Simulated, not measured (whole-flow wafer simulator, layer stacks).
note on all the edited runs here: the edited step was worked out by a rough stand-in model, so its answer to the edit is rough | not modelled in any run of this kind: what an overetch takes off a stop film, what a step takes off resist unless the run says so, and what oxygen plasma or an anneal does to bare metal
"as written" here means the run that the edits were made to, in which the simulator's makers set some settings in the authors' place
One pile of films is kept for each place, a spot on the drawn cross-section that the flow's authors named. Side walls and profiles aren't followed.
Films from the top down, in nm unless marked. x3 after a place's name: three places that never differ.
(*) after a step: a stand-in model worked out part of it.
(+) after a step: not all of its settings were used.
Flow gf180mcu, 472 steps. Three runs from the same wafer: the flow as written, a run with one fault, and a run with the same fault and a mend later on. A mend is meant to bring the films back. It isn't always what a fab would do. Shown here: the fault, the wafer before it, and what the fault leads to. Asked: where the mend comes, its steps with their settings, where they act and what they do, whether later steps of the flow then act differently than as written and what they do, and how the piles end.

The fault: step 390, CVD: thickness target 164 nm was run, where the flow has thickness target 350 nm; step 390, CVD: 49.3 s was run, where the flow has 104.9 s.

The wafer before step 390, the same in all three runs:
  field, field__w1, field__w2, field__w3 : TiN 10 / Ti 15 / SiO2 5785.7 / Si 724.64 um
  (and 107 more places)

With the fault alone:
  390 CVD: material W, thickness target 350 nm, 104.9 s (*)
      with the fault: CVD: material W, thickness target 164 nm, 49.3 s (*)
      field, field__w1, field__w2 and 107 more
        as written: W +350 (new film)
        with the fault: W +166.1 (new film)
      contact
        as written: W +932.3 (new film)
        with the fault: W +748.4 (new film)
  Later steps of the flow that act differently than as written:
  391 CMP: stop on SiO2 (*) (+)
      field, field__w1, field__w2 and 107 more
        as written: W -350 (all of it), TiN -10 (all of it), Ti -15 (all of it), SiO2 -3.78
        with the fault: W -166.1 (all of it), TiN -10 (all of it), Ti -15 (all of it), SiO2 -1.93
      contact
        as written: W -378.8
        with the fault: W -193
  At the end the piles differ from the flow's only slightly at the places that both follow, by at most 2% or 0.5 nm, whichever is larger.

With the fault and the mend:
  The mend comes after step 390.
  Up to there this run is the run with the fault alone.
  390a CVD: material W, thickness target 186 nm, 55.75 s (the flow's step 390 once more, with other settings)
      field, field__w1, field__w2 and 108 more
        W +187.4
  No later step of the flow acts differently than as written, at any place that is followed, by more than 2% or 0.5 nm, whichever is larger.
  At the end the piles differ from the flow's only slightly at the places that both follow, by at most 2% or 0.5 nm, whichever is larger.
